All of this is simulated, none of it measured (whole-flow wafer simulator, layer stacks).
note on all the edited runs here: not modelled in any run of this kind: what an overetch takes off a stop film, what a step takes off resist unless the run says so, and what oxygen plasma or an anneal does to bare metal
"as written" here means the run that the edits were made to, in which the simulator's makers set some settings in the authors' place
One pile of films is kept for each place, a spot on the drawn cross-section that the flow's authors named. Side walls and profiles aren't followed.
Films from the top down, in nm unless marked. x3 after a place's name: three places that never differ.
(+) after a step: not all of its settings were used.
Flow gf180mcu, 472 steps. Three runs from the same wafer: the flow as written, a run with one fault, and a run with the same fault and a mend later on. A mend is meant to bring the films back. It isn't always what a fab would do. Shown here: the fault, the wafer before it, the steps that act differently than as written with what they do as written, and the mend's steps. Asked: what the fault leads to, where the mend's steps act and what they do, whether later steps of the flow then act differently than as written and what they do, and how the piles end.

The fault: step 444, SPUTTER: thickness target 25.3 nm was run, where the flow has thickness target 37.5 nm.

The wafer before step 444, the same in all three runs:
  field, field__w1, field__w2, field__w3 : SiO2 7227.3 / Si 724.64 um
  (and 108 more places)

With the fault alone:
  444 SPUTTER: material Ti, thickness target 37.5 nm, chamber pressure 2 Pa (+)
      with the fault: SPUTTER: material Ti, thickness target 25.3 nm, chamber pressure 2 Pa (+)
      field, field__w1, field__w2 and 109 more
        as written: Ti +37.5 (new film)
        with the fault: Ti +25.3 (new film)
  Later steps of the flow that act differently than as written (5 more steps differ only slightly, by at most 2% or 0.5 nm, whichever is larger, and aren't shown):
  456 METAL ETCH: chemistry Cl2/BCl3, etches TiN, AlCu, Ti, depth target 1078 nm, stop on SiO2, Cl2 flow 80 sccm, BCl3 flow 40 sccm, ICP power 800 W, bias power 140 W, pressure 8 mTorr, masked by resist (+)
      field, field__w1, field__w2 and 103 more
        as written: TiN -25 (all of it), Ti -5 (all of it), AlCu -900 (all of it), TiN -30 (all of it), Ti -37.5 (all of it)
        with the fault: TiN -25 (all of it), Ti -5 (all of it), AlCu -900 (all of it), TiN -30 (all of it), Ti -25.3 (all of it)
  At the end the piles differ from the flow's by more than 2% or 0.5 nm, whichever is larger, at field__w8, contact, m1, m1__w1, pad, m1_nw.
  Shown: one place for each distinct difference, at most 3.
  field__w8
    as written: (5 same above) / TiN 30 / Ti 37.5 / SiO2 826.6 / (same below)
    with the fault: (5 same above) / TiN 30 / Ti 25.3 / SiO2 826.6 / (same below)
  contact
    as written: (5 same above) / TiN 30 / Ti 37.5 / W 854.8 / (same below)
    with the fault: (5 same above) / TiN 30 / Ti 25.3 / W 854.8 / (same below)
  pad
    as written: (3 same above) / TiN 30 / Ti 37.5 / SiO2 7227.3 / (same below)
    with the fault: (3 same above) / TiN 30 / Ti 25.3 / SiO2 7227.3 / (same below)

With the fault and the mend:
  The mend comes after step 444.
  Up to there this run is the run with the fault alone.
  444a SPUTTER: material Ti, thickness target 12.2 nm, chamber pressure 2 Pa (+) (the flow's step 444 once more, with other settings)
      field, field__w1, field__w2 and 109 more
        Ti +12.2
  No later step of the flow acts differently than as written at any place that is followed.
  At the end the piles are the same as the flow's at every place that both follow.
